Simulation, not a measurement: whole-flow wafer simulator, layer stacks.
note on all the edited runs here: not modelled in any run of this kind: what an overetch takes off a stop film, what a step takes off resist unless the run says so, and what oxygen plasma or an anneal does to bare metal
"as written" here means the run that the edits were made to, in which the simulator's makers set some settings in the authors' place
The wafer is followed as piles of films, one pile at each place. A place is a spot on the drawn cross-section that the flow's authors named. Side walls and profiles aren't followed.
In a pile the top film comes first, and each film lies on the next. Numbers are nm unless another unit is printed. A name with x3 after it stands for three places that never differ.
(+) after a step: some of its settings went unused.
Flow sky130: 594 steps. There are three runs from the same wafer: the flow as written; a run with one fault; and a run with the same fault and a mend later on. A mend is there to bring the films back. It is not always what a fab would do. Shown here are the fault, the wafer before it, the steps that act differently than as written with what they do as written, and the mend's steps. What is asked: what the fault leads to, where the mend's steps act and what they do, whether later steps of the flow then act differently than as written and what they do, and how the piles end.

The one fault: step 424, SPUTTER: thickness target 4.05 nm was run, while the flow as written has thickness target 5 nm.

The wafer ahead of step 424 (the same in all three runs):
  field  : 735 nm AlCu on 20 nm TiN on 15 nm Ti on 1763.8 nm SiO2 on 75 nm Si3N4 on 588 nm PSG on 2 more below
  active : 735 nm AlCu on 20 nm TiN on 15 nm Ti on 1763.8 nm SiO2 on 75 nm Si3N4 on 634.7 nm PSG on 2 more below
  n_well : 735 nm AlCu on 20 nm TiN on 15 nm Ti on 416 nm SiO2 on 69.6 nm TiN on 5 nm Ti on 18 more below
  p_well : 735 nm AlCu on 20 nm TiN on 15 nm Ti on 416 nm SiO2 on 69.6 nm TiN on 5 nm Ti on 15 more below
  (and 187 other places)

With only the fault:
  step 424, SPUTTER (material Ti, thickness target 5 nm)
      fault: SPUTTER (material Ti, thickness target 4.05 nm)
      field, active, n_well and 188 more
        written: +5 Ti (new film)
        fault: +4.05 Ti (new film)
  Later steps of the flow acting differently than as written (not shown: 21 more steps that differ only slightly, by at most 2% or 0.5 nm, whichever is larger):
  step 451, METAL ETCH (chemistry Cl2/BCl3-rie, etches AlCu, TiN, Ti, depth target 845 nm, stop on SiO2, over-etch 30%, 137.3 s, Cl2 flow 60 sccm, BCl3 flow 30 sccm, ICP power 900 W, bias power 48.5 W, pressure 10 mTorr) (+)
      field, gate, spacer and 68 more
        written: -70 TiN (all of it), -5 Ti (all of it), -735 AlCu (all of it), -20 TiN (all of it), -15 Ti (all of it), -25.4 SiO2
        fault: -70 TiN (all of it), -4.05 Ti (all of it), -735 AlCu (all of it), -20 TiN (all of it), -15 Ti (all of it), -25.4 SiO2
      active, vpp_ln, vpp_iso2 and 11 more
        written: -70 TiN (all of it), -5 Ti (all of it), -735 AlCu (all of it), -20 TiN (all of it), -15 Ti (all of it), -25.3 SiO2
        fault: -70 TiN (all of it), -4.05 Ti (all of it), -735 AlCu (all of it), -20 TiN (all of it), -15 Ti (all of it), -25.4 SiO2
  The piles end different from the flow's at n_well, p_well, gate_hv and 104 more by more than 2% or 0.5 nm, whichever is larger.
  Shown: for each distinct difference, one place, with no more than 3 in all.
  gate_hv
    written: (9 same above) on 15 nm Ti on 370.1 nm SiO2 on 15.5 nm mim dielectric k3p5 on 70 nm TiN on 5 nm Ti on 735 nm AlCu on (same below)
    fault: (9 same above) on 15 nm Ti on 371.1 nm SiO2 on 15.5 nm mim dielectric k3p5 on 70 nm TiN on 4.05 nm Ti on 735 nm AlCu on (same below)
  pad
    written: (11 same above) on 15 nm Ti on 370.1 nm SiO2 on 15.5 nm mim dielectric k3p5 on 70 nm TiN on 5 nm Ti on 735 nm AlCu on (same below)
    fault: (11 same above) on 15 nm Ti on 371.1 nm SiO2 on 15.5 nm mim dielectric k3p5 on 70 nm TiN on 4.05 nm Ti on 735 nm AlCu on (same below)
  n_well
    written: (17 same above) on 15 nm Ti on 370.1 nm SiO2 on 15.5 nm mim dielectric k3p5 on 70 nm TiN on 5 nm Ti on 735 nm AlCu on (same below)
    fault: (17 same above) on 15 nm Ti on 371.1 nm SiO2 on 15.5 nm mim dielectric k3p5 on 70 nm TiN on 4.05 nm Ti on 735 nm AlCu on (same below)

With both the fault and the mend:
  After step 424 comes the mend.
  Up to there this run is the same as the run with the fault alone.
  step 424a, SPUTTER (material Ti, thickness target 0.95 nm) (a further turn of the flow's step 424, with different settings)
      field, active, n_well and 188 more
        +0.95 Ti
  None of the later steps of the flow acts differently than as written at any place that is followed.
  By the end, the piles equal the flow's at every place that both follow.
